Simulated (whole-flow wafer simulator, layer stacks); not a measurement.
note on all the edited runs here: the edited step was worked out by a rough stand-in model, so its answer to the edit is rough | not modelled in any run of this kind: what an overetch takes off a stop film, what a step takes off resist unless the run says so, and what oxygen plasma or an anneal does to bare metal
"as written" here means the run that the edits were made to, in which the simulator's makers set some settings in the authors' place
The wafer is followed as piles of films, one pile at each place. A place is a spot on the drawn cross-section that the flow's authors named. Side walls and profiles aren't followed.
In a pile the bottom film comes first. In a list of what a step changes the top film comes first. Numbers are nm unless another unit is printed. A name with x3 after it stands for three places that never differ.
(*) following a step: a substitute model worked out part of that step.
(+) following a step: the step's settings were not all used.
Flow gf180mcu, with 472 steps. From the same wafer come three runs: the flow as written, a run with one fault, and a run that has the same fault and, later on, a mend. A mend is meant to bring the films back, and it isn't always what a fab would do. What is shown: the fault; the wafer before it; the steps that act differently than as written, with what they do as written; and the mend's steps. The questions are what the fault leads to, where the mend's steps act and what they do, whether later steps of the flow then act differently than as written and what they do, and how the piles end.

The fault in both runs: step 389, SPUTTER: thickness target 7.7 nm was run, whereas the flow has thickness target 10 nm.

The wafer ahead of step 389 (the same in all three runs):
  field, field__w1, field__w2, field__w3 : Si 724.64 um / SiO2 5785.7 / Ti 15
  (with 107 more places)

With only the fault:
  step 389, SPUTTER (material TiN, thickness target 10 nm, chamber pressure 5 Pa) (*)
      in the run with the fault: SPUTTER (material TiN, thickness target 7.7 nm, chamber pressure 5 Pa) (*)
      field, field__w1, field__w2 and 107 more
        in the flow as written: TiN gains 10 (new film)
        in the run with the fault: TiN gains 7.7 (new film)
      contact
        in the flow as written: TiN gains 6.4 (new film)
        in the run with the fault: TiN gains 4.93 (new film)
  Later steps of the flow acting differently than as written (not shown: 1 more step that differs only slightly, by at most 2% or 0.5 nm, whichever is larger):
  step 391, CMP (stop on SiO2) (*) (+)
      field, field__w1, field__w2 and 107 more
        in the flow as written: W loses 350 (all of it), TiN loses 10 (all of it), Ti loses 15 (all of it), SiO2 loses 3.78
        in the run with the fault: W loses 350 (all of it), TiN loses 7.7 (all of it), Ti loses 15 (all of it), SiO2 loses 3.76
  By the end, the piles at contact depart from the flow's by more than 2% or 0.5 nm, whichever is larger.
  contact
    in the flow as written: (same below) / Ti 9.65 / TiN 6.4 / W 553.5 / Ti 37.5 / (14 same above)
    in the run with the fault: (same below) / Ti 9.65 / TiN 4.93 / W 555 / Ti 37.5 / (14 same above)

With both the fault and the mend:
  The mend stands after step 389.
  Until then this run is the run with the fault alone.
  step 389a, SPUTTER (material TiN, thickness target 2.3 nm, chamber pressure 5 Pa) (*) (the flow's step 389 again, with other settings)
      field, field__w1, field__w2 and 107 more
        TiN gains 2.3
      contact
        TiN gains 1.47
  Later steps of the flow that are run all act as written at every place that is followed.
  At every place that both follow, the piles at the end match the flow's.
